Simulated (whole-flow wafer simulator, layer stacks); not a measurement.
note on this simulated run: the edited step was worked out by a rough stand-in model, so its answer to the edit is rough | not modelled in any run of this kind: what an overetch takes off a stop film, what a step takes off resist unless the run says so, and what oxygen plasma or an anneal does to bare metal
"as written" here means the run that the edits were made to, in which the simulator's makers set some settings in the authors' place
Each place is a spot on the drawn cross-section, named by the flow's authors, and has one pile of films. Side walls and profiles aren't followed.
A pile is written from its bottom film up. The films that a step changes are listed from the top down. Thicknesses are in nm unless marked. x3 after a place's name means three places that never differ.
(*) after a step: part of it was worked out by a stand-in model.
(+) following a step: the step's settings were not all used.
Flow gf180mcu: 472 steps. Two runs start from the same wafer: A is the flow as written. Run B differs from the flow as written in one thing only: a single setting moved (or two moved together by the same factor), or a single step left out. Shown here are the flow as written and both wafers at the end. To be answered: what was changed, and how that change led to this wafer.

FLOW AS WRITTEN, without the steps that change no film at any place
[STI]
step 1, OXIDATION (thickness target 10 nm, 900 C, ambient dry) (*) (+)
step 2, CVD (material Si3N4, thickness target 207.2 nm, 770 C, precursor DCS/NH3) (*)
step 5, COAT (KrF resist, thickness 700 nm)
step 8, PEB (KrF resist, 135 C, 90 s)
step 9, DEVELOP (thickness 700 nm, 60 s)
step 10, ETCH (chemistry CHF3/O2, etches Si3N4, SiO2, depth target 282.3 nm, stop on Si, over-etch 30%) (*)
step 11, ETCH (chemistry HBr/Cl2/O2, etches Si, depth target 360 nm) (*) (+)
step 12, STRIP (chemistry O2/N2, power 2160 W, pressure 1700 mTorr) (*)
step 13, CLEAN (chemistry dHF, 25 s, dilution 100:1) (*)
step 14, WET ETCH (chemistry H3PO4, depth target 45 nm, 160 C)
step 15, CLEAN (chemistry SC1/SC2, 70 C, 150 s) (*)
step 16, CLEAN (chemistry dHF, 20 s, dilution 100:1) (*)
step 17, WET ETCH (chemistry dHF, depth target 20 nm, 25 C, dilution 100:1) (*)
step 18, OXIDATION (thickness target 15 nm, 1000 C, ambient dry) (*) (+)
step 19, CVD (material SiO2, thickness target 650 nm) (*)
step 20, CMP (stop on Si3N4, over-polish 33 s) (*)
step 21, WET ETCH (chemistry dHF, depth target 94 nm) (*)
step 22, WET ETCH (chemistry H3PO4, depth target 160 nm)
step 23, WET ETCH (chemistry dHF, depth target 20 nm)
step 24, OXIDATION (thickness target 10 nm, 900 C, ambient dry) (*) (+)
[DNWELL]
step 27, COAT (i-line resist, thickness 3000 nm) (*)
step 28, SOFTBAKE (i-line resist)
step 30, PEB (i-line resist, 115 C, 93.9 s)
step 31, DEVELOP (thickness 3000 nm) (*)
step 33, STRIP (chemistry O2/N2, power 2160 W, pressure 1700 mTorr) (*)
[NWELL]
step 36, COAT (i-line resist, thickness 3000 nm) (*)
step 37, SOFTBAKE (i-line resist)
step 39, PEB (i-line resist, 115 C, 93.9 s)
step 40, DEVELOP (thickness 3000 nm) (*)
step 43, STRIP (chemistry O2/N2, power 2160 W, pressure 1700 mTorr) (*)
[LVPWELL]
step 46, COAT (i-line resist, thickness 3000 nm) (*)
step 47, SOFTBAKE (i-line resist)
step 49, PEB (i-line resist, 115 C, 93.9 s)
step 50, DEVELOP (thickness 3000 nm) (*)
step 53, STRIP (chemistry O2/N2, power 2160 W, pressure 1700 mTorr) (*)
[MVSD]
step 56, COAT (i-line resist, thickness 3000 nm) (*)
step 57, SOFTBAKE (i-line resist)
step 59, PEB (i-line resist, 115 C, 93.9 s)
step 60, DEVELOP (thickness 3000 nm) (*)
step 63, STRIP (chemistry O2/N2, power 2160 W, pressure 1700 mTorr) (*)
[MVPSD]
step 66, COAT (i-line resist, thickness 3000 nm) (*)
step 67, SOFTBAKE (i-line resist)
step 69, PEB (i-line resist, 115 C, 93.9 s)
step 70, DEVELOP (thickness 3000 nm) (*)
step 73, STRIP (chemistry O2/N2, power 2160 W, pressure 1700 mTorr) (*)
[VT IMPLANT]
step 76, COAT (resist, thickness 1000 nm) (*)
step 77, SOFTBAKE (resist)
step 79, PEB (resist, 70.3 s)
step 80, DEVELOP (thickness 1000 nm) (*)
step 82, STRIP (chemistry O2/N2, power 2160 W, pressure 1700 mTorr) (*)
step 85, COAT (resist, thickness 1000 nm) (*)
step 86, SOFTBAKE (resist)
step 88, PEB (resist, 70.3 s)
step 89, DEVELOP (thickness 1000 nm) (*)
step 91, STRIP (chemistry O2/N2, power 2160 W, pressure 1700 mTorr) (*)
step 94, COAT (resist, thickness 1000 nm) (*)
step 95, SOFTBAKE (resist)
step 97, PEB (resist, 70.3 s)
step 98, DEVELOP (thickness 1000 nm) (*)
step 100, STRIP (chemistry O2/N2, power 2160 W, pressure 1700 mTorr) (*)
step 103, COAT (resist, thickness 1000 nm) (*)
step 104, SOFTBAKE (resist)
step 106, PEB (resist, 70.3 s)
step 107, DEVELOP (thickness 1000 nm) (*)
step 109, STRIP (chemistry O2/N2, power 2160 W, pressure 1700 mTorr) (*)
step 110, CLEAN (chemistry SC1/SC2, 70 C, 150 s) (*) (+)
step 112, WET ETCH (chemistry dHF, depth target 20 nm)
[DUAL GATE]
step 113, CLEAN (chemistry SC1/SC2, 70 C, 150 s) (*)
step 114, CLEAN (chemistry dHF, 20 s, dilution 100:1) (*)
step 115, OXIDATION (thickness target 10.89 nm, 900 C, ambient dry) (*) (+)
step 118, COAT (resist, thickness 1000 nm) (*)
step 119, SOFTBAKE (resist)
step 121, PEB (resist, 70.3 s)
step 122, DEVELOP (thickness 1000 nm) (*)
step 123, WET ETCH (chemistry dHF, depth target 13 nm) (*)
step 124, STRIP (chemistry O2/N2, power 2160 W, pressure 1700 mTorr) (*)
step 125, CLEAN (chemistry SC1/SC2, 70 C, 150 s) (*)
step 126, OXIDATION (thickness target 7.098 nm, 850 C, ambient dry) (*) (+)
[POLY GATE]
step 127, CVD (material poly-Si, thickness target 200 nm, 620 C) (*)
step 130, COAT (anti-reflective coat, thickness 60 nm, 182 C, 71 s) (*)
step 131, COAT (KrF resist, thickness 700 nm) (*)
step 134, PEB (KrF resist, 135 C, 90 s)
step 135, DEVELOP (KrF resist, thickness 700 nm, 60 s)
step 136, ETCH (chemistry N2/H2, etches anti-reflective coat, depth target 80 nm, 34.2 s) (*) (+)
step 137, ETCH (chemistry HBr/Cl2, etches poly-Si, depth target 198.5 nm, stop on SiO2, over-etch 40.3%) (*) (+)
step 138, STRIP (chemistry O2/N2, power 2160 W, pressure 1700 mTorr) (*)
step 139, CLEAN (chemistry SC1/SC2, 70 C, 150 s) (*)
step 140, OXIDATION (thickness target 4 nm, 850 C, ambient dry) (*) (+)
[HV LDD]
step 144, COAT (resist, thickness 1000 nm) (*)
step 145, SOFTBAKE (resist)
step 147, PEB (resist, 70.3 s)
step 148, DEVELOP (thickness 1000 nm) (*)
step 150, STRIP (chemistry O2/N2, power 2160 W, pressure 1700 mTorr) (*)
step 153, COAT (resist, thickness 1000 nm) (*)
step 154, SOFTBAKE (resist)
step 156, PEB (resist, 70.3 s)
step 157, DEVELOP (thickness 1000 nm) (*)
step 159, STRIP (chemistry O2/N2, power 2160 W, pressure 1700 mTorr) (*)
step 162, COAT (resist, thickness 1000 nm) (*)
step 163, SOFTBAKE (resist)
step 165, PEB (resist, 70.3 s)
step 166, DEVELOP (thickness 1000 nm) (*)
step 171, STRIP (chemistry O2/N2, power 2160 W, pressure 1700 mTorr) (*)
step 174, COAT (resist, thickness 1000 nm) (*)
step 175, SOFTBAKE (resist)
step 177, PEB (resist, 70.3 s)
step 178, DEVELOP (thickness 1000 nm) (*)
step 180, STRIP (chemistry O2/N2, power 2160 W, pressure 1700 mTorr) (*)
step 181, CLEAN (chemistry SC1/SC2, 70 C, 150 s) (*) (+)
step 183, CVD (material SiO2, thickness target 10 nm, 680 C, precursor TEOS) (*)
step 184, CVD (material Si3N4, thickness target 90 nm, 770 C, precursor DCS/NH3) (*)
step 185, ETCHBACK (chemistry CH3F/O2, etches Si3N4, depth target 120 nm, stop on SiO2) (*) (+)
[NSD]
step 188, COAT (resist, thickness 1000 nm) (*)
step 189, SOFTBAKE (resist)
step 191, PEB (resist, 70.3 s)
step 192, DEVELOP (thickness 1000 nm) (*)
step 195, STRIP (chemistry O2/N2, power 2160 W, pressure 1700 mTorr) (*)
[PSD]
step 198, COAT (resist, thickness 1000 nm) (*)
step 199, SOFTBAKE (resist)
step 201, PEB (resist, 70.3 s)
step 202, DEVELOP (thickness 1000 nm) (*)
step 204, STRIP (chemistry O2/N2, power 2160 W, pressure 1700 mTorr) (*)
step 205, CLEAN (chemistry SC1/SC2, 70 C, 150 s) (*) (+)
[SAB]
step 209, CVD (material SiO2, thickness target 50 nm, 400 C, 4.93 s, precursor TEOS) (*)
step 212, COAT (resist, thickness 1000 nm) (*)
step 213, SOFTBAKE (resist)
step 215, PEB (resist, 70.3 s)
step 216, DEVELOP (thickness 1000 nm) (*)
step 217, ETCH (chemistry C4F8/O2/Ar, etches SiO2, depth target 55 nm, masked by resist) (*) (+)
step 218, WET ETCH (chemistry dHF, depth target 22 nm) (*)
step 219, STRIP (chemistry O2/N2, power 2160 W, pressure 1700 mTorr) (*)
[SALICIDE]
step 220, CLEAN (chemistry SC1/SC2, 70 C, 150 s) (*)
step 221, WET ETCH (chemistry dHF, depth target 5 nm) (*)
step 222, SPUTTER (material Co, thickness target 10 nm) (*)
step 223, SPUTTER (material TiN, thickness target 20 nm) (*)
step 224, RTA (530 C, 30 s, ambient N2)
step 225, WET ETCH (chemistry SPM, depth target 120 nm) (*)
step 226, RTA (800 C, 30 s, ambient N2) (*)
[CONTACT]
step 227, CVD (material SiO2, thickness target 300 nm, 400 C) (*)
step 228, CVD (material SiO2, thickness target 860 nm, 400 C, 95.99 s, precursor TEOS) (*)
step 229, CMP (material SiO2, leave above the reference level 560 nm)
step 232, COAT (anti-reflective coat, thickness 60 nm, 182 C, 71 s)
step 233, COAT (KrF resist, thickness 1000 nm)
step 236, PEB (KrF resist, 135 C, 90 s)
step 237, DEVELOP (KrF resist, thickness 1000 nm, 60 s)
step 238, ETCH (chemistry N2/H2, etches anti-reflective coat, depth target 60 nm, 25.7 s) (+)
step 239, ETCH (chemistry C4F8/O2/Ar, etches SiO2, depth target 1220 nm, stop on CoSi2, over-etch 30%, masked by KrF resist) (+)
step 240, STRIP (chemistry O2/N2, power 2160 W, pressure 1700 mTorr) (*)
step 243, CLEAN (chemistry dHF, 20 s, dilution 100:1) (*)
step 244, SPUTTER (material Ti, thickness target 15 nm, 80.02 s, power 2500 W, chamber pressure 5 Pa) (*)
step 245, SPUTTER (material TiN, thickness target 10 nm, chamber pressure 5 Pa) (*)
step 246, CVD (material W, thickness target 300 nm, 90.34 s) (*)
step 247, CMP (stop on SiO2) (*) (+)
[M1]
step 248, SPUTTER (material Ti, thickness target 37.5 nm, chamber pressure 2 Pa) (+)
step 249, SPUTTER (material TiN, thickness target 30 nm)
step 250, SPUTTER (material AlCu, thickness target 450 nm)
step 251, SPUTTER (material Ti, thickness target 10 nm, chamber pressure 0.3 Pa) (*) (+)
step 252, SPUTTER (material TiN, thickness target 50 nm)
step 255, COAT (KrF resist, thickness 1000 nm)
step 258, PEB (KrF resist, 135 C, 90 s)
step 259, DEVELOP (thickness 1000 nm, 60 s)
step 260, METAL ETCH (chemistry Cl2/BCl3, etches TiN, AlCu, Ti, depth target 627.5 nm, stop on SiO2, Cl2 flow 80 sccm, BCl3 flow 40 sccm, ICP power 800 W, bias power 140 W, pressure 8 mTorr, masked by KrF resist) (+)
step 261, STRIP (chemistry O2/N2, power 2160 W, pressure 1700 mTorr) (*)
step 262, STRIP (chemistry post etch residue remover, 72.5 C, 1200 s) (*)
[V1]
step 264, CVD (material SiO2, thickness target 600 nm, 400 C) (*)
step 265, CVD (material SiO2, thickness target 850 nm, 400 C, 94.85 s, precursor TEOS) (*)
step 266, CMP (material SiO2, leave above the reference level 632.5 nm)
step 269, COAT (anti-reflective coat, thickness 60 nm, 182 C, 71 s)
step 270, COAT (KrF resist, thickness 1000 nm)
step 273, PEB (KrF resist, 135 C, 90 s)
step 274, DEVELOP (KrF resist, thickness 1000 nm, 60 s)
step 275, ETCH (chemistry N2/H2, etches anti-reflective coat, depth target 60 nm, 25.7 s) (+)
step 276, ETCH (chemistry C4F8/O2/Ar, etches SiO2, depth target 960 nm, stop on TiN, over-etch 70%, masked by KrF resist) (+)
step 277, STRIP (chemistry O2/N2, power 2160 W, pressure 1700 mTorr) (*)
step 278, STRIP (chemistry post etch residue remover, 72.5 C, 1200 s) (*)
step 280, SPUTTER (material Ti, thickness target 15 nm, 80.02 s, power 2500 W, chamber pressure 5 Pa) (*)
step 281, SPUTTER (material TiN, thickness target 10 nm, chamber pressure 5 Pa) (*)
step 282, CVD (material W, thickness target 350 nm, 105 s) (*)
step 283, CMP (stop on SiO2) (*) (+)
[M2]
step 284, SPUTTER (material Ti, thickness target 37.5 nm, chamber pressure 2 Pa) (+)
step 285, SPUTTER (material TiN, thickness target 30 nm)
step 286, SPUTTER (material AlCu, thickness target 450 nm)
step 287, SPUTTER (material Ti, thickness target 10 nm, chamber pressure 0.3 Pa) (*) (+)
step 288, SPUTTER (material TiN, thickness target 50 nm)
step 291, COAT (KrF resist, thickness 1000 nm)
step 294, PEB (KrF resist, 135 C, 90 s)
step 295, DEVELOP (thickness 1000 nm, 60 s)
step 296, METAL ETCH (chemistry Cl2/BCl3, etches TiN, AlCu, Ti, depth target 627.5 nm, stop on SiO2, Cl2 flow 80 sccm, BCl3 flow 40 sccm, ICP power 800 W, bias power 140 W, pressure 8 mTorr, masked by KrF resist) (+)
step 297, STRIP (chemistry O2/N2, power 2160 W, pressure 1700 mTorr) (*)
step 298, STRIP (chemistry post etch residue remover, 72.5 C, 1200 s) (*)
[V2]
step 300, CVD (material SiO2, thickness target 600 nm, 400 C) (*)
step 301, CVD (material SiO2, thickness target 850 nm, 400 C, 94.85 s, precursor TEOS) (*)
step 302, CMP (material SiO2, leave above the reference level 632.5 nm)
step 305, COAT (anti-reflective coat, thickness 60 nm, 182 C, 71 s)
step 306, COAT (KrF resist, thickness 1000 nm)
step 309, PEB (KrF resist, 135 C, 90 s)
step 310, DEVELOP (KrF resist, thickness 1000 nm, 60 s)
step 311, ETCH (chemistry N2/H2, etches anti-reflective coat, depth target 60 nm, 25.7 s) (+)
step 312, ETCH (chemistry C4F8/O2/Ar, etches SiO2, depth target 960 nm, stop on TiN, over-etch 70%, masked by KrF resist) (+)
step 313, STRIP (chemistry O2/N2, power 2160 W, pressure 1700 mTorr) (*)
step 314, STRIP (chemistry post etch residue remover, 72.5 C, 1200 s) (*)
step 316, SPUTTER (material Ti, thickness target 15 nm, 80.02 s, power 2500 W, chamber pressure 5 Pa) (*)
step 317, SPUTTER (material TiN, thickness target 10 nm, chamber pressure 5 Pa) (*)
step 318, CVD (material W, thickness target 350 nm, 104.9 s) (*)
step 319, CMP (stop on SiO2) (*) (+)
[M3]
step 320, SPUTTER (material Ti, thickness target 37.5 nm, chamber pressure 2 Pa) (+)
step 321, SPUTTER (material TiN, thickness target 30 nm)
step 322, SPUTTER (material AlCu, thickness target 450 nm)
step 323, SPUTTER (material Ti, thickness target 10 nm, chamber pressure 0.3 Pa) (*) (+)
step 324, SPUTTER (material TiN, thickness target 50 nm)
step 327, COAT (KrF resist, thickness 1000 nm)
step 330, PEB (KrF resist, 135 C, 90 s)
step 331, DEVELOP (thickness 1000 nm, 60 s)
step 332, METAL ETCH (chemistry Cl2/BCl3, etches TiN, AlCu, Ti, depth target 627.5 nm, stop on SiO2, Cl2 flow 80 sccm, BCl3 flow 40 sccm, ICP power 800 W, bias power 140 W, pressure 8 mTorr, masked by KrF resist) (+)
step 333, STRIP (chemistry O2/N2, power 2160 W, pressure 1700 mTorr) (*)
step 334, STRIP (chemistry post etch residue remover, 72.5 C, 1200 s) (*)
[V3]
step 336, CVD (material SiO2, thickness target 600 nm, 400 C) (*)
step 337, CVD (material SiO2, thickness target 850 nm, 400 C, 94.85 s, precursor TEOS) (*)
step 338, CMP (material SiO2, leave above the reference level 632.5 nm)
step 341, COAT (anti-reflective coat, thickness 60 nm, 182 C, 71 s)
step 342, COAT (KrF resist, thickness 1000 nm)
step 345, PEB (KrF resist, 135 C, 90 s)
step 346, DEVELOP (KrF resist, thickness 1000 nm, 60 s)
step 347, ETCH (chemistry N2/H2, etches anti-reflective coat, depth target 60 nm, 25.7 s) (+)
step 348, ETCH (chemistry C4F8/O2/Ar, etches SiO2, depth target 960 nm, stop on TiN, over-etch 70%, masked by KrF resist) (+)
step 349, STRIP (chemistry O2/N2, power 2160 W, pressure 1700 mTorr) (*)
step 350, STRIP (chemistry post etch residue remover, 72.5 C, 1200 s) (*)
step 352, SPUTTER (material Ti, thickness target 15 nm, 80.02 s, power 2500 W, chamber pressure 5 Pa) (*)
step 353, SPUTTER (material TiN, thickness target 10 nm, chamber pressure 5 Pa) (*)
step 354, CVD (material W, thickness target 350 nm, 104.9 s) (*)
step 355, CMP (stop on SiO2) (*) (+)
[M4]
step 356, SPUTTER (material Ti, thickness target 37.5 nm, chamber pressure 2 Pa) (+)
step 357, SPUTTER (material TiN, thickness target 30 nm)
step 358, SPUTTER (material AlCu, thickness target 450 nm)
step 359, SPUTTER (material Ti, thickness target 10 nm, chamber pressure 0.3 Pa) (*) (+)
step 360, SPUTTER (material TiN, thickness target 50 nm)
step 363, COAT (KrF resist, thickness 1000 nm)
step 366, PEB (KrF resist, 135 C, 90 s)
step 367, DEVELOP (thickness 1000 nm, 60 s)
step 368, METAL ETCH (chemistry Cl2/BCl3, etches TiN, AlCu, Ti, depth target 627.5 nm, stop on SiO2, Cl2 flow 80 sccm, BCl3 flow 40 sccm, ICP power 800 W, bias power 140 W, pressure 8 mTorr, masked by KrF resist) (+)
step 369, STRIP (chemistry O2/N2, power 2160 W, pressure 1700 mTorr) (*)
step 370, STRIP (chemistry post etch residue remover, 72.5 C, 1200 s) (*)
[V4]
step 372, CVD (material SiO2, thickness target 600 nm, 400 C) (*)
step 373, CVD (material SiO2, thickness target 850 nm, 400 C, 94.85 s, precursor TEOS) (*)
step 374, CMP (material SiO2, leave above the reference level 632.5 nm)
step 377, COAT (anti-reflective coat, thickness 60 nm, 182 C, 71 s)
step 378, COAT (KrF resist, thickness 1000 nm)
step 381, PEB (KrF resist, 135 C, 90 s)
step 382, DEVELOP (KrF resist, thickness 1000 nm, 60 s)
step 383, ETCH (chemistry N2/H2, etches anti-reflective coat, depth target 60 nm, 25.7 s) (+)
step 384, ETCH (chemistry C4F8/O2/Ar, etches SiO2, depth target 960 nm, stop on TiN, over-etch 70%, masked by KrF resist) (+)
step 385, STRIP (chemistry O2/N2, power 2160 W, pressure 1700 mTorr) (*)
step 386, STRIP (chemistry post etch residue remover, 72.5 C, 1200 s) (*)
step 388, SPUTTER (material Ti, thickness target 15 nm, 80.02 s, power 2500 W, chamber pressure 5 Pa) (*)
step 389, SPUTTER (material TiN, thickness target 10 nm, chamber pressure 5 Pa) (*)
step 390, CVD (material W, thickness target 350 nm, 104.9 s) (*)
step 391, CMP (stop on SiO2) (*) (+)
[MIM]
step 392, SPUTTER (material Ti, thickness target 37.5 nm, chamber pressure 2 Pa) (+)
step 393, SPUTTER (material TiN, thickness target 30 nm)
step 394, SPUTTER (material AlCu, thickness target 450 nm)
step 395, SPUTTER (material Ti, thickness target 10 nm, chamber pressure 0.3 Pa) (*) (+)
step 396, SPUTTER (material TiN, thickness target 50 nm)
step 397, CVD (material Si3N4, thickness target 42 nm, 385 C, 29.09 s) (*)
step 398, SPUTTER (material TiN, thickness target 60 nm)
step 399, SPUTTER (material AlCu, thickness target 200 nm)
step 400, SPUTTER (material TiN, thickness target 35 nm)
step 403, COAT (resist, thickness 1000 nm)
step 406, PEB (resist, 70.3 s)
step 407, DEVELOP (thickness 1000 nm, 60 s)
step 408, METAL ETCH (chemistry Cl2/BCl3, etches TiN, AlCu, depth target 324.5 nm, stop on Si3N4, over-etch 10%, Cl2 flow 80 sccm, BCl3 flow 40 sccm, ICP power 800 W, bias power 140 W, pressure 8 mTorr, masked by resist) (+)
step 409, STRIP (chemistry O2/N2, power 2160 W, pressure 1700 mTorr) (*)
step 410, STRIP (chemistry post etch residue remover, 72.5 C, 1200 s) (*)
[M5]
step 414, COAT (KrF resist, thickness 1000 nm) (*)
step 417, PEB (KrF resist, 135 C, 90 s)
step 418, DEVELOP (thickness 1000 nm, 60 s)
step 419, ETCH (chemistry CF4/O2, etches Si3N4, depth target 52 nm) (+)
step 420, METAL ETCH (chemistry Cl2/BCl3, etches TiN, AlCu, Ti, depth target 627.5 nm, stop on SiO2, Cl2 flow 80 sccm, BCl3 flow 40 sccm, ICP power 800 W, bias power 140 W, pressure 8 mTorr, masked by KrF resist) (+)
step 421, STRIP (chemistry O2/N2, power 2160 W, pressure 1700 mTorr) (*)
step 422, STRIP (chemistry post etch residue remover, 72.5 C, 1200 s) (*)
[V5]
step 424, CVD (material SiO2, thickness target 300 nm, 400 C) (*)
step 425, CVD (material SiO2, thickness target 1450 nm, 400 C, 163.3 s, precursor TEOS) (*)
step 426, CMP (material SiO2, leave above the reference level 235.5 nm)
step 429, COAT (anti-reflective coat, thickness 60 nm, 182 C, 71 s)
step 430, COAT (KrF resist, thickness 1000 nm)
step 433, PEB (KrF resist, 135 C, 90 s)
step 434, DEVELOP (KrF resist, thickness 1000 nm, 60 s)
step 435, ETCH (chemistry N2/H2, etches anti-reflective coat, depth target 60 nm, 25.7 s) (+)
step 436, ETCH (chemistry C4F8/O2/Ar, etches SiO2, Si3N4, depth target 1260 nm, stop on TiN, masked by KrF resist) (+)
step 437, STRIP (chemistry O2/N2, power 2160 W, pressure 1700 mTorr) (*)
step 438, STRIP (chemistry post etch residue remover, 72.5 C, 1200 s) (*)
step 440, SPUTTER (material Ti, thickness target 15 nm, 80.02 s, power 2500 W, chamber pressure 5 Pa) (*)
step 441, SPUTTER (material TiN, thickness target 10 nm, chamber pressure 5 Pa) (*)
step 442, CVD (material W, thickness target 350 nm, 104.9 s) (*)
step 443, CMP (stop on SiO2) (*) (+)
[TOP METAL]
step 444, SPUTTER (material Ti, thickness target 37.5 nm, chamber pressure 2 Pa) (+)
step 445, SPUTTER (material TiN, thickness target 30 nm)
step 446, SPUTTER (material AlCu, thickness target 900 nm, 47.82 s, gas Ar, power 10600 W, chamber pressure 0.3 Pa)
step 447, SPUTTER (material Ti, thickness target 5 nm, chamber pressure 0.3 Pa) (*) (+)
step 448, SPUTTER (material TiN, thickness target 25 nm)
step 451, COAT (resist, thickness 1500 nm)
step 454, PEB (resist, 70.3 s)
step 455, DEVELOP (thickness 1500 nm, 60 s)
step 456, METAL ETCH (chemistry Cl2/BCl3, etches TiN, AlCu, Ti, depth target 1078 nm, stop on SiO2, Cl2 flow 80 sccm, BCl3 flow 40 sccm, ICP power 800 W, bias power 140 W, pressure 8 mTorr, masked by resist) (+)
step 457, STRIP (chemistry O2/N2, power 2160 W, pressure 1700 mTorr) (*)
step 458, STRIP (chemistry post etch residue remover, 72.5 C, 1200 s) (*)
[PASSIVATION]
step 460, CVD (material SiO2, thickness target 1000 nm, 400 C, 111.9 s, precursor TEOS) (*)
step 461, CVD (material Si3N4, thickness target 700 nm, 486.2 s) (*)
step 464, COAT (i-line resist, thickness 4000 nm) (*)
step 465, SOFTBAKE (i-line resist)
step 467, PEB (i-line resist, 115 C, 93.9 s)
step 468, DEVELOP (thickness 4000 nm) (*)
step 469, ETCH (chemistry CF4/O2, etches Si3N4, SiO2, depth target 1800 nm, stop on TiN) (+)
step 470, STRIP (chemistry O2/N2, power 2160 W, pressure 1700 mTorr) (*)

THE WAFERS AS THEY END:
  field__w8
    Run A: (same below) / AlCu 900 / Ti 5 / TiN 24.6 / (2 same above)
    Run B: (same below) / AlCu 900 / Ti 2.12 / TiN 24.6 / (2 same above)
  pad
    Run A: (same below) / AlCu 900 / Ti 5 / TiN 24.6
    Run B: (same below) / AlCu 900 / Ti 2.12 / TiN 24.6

What caused this: step 447, SPUTTER: thickness target 2.12 nm was run, whereas the flow has thickness target 5 nm.
The wafer lets one read it off: field__w8 has Ti 2.12, and step 447 as written asks for 5 nm.

The path from the change to this, step by step:
  step 447, SPUTTER (material Ti, thickness target 5 nm, chamber pressure 0.3 Pa) (*) (+)
      field, field__w1, field__w2 and 109 more: A +5 Ti (new film) | B +2.12 Ti (new film)
  step 456, METAL ETCH (chemistry Cl2/BCl3, etches TiN, AlCu, Ti, depth target 1078 nm, stop on SiO2, Cl2 flow 80 sccm, BCl3 flow 40 sccm, ICP power 800 W, bias power 140 W, pressure 8 mTorr, masked by resist) (+)
      field, field__w1, field__w2 and 103 more: A -25 TiN (all of it), -5 Ti (all of it), -900 AlCu (all of it), -30 TiN (all of it), -37.5 Ti (all of it) | B -25 TiN (all of it), -2.12 Ti (all of it), -900 AlCu (all of it), -30 TiN (all of it), -37.5 Ti (all of it)
